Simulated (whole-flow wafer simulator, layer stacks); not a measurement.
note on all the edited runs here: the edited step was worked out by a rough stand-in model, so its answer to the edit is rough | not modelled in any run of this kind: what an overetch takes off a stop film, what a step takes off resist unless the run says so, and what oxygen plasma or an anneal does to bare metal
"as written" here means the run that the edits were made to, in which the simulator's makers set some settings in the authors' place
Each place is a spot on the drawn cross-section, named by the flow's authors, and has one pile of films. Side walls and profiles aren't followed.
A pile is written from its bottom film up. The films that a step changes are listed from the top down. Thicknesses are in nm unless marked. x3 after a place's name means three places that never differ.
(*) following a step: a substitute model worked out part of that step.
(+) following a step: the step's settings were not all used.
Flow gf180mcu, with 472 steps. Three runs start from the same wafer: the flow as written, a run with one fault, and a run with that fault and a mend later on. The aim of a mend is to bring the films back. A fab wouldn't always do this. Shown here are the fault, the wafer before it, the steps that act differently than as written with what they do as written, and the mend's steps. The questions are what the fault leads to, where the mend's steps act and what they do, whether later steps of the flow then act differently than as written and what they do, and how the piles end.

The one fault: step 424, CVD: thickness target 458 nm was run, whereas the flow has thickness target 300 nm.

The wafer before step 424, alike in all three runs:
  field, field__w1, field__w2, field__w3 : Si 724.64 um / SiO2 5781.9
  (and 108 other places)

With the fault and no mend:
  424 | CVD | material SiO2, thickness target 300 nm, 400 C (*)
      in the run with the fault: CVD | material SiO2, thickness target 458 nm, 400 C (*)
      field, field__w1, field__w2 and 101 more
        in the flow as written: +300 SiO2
        in the run with the fault: +458 SiO2
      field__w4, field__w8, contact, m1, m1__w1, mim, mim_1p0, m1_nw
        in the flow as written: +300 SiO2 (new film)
        in the run with the fault: +458 SiO2 (new film)
  Steps further on in the flow that do not act as written (1 other step is not shown; it differs only slightly, by no more than 2% or 0.5 nm, whichever is larger):
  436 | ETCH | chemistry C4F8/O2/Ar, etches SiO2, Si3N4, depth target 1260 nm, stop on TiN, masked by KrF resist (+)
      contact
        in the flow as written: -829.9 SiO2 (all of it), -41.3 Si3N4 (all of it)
        in the run with the fault: -987.9 SiO2 (all of it), -41.3 Si3N4 (all of it)
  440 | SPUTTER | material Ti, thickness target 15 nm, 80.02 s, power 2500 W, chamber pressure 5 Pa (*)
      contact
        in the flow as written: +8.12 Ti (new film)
        in the run with the fault: +7.42 Ti (new film)
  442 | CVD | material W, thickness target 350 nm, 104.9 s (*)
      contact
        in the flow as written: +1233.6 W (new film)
        in the run with the fault: +1392.7 W (new film)
  The piles end different from the flow's at field__w4, field__w8, gate and 34 more by more than 2% or 0.5 nm, whichever is larger.
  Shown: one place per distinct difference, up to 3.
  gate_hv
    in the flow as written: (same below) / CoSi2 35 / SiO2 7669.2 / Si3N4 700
    in the run with the fault: (same below) / CoSi2 35 / SiO2 7827.2 / Si3N4 700
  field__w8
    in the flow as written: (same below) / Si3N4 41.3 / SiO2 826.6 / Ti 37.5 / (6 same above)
    in the run with the fault: (same below) / Si3N4 41.3 / SiO2 984.6 / Ti 37.5 / (6 same above)
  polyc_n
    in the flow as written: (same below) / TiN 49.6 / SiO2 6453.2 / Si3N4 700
    in the run with the fault: (same below) / TiN 49.6 / SiO2 6611.2 / Si3N4 700

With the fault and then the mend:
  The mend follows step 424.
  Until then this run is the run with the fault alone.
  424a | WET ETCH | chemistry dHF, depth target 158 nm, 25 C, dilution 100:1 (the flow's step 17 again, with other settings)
      field, field__w1, field__w2 and 109 more
        -158 SiO2
  Every later step of the flow that is run acts as written at every place that is followed.
  By the end, the piles equal the flow's at every place that both follow.
